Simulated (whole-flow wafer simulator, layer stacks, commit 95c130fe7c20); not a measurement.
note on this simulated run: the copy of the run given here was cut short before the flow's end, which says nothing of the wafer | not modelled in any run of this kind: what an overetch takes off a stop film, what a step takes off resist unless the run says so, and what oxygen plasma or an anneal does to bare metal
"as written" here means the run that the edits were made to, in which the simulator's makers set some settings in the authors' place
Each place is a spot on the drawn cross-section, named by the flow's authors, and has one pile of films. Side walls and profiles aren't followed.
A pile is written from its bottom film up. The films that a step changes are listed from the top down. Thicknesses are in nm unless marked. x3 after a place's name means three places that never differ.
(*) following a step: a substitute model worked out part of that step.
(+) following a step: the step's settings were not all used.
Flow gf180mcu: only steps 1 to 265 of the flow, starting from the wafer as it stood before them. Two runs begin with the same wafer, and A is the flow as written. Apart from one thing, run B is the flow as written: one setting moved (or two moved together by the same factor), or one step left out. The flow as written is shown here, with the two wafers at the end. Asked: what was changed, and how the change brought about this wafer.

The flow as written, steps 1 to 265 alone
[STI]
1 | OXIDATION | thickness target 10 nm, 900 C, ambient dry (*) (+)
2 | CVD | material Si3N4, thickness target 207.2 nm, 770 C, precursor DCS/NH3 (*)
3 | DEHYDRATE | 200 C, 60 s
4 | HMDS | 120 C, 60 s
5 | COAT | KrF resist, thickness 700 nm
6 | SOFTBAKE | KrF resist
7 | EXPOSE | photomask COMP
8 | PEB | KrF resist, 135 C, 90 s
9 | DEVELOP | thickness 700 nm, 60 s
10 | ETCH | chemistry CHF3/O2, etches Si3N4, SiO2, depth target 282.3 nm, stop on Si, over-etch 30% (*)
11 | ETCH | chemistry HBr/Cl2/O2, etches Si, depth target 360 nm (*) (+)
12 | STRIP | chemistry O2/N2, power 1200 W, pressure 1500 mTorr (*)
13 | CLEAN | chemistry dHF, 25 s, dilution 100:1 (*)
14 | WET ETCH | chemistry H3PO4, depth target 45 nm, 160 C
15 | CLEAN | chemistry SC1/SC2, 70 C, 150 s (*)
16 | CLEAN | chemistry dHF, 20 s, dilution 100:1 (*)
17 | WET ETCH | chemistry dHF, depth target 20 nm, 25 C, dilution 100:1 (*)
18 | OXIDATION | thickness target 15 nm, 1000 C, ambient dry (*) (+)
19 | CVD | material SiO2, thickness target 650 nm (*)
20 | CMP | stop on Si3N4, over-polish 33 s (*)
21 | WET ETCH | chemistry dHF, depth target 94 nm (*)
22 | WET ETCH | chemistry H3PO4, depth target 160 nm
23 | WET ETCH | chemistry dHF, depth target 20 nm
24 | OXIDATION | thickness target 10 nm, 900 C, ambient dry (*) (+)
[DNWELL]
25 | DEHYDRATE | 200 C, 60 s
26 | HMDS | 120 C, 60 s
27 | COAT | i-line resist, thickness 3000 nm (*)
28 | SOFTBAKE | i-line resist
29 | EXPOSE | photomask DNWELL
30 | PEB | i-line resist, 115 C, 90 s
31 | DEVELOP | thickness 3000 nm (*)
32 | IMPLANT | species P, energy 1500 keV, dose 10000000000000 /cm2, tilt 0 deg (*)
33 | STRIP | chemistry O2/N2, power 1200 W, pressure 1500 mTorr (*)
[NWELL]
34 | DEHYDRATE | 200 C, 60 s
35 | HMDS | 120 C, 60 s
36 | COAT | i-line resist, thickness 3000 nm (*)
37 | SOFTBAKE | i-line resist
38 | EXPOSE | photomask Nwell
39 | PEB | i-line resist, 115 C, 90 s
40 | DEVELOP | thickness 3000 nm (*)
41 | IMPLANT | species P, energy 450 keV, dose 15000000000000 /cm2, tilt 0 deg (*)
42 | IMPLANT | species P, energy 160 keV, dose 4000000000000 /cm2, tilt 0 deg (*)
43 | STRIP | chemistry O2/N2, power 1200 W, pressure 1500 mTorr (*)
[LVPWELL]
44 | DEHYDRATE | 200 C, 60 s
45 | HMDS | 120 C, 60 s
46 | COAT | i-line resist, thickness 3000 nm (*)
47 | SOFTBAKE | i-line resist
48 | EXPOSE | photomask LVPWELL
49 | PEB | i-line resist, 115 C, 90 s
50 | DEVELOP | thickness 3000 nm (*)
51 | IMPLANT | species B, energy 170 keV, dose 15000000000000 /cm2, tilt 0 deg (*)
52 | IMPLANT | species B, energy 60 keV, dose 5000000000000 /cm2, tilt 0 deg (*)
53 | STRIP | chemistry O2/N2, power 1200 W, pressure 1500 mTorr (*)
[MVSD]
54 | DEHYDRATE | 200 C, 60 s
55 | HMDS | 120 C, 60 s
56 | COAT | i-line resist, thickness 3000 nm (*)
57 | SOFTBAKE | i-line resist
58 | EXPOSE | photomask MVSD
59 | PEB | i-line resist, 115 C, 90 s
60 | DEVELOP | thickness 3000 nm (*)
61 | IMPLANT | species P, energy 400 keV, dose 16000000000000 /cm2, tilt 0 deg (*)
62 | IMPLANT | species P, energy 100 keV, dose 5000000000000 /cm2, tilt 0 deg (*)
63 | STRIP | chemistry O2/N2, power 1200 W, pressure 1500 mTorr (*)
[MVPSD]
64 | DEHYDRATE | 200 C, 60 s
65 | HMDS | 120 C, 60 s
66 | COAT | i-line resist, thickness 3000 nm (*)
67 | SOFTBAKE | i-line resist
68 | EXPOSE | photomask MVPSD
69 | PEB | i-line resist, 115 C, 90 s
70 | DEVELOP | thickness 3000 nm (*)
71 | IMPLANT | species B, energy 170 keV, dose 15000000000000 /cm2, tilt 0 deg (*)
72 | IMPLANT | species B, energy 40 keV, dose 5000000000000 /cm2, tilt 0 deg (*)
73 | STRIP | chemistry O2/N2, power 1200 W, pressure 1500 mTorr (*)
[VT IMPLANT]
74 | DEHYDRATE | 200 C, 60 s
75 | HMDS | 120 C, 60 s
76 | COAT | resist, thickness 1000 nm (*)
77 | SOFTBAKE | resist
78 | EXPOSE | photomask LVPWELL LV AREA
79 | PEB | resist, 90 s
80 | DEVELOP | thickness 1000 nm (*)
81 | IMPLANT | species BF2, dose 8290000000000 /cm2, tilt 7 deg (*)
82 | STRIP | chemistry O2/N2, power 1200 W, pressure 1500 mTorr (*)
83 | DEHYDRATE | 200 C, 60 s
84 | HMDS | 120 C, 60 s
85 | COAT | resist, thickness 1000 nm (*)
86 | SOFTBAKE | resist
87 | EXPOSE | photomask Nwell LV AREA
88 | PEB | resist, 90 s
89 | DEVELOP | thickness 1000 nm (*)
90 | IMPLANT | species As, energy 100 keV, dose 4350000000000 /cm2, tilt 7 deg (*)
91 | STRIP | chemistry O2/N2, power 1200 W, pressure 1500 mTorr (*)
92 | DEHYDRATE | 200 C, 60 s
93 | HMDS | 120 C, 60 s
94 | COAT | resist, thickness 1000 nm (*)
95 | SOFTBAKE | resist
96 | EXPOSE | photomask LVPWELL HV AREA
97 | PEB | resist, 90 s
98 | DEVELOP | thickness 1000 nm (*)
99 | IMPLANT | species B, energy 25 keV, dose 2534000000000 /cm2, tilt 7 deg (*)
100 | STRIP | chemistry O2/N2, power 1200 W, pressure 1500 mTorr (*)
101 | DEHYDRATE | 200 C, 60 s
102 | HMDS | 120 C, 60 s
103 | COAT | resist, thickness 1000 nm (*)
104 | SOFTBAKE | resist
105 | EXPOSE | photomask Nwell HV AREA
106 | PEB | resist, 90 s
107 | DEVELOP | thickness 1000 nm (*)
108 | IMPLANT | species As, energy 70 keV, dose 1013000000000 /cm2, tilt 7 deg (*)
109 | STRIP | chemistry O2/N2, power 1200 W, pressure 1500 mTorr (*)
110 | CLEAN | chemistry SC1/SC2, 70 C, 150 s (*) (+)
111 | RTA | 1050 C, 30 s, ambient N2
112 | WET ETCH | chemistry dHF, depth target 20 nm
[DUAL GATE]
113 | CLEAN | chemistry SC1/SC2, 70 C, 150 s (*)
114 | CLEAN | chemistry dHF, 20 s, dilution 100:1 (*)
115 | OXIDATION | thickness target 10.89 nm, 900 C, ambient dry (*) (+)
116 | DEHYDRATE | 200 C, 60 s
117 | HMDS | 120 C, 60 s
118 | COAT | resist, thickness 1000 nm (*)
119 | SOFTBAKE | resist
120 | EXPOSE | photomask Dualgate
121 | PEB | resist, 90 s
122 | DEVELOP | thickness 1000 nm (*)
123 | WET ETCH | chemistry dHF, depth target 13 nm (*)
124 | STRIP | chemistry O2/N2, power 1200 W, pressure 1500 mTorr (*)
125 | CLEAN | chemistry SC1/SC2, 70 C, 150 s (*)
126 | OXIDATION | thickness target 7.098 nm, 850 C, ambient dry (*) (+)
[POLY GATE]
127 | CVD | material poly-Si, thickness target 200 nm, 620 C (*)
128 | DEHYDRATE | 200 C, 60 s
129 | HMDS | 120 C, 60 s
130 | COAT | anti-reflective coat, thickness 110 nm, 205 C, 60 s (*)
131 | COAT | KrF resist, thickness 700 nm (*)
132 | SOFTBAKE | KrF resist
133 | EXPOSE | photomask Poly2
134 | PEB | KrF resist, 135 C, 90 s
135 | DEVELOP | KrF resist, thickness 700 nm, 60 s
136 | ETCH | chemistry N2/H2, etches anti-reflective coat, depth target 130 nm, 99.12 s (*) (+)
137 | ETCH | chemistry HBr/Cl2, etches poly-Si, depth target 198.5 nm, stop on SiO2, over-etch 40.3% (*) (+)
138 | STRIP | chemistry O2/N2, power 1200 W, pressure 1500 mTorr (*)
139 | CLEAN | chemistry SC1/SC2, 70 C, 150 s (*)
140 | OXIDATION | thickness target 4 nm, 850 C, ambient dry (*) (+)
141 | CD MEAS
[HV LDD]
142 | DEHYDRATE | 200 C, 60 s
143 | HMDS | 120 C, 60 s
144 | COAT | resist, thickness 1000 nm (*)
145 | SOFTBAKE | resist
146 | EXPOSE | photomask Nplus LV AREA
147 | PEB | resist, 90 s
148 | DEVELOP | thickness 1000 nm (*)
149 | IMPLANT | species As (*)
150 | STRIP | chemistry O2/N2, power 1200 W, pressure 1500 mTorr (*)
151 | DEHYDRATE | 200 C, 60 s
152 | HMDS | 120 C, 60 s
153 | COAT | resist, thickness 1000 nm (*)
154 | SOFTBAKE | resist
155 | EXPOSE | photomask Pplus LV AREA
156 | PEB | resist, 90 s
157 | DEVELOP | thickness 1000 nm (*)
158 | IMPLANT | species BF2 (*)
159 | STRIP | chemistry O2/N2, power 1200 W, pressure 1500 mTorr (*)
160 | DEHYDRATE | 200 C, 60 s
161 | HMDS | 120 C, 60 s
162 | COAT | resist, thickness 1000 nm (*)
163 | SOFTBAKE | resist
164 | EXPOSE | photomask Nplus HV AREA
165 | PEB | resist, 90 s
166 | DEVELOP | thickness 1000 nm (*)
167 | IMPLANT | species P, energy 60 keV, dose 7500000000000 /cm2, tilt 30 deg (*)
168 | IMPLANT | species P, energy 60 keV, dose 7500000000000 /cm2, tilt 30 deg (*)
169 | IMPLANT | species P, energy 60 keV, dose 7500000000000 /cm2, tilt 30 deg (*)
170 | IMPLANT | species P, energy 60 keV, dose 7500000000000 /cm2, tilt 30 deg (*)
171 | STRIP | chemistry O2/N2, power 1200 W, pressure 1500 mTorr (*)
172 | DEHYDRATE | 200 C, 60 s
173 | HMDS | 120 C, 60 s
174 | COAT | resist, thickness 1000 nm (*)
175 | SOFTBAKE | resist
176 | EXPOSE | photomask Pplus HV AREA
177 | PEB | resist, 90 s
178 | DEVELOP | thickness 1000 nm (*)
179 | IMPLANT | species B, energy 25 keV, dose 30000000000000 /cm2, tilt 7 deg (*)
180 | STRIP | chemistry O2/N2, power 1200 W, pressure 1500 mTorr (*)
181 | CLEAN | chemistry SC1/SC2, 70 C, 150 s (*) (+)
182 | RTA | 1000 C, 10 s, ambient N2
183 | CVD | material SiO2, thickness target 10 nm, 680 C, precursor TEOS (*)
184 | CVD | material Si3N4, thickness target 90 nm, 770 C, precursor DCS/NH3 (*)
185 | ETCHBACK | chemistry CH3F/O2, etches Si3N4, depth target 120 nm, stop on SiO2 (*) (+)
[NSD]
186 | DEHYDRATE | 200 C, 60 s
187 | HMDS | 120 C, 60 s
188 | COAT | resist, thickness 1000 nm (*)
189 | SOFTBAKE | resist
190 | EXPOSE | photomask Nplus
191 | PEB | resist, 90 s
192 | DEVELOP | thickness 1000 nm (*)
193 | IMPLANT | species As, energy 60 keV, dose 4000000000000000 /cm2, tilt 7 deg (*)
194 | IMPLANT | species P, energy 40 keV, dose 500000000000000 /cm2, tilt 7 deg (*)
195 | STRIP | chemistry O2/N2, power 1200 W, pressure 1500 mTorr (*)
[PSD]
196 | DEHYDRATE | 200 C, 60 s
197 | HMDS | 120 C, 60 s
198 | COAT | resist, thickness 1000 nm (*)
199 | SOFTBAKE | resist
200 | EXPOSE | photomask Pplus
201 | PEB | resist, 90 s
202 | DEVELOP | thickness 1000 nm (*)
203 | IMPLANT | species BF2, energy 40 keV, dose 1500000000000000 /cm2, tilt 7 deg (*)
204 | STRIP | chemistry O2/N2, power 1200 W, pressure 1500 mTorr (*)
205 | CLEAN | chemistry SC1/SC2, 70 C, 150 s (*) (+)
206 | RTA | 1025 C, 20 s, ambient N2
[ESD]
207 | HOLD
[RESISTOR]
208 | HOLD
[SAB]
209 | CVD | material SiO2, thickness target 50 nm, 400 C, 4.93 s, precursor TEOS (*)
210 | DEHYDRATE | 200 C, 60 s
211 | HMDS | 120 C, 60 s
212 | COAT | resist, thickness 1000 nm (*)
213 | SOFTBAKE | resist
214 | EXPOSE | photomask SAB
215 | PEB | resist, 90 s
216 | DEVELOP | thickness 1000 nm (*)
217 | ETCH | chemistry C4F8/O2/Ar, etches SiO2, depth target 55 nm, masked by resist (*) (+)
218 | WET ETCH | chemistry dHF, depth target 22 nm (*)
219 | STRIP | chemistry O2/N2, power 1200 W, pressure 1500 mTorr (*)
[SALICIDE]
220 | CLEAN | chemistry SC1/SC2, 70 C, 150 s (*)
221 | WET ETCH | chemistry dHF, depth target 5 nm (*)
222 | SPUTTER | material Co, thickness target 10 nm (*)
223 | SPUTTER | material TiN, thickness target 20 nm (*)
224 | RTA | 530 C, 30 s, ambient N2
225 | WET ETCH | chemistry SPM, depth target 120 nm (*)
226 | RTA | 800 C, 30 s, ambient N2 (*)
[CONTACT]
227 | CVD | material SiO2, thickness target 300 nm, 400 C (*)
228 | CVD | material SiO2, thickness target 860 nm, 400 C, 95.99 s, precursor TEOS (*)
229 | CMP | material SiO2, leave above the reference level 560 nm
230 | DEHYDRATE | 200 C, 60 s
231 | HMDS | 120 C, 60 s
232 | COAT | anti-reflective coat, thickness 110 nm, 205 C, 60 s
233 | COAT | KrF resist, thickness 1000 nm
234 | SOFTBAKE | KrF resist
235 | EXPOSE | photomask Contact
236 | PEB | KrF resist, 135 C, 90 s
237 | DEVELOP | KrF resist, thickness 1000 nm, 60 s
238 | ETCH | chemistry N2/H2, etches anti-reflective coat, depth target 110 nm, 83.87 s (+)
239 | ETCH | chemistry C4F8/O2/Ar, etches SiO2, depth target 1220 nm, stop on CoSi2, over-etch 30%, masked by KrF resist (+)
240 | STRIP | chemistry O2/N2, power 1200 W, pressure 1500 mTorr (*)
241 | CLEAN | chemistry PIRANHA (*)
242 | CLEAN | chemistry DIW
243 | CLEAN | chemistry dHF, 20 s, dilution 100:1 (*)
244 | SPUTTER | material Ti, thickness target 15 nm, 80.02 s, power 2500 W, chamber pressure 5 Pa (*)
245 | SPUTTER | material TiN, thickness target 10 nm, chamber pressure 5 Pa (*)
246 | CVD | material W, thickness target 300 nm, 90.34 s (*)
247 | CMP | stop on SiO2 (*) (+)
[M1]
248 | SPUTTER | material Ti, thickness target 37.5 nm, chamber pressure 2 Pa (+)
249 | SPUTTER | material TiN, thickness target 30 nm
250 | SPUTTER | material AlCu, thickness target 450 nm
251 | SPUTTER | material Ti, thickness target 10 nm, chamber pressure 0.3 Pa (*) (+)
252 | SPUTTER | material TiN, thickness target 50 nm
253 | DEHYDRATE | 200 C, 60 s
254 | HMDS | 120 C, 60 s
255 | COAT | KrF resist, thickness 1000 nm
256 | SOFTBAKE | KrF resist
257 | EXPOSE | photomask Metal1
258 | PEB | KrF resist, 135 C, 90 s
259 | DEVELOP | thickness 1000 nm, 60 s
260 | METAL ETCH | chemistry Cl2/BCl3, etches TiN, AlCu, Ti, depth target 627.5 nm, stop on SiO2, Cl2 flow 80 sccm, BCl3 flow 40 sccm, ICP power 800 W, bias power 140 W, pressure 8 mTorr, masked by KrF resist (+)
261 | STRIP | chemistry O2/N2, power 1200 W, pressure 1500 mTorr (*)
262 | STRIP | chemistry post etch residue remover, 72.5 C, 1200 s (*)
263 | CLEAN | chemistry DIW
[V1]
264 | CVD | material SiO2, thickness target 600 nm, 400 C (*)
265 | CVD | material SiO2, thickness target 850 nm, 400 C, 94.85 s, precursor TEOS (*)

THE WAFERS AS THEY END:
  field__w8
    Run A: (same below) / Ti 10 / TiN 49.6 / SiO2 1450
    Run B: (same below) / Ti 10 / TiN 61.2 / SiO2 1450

What caused this: step 252, SPUTTER: thickness target 61.6 nm was run, while the flow as written has thickness target 50 nm.

The path from the change to this, step by step:
  252 | SPUTTER | material TiN, thickness target 50 nm
      field, field__w1, field__w2 and 108 more: A TiN gains 50 (new film) | B TiN gains 61.6 (new film)
  260 | METAL ETCH | chemistry Cl2/BCl3, etches TiN, AlCu, Ti, depth target 627.5 nm, stop on SiO2, Cl2 flow 80 sccm, BCl3 flow 40 sccm, ICP power 800 W, bias power 140 W, pressure 8 mTorr, masked by KrF resist (+)
      field, field__w1, field__w2 and 99 more: A TiN loses 50 (all of it), Ti loses 10 (all of it), AlCu loses 450 (all of it), TiN loses 30 (all of it), Ti loses 37.5 (all of it) | B TiN loses 61.6 (all of it), Ti loses 10 (all of it), AlCu loses 450 (all of it), TiN loses 30 (all of it), Ti loses 37.5 (all of it)
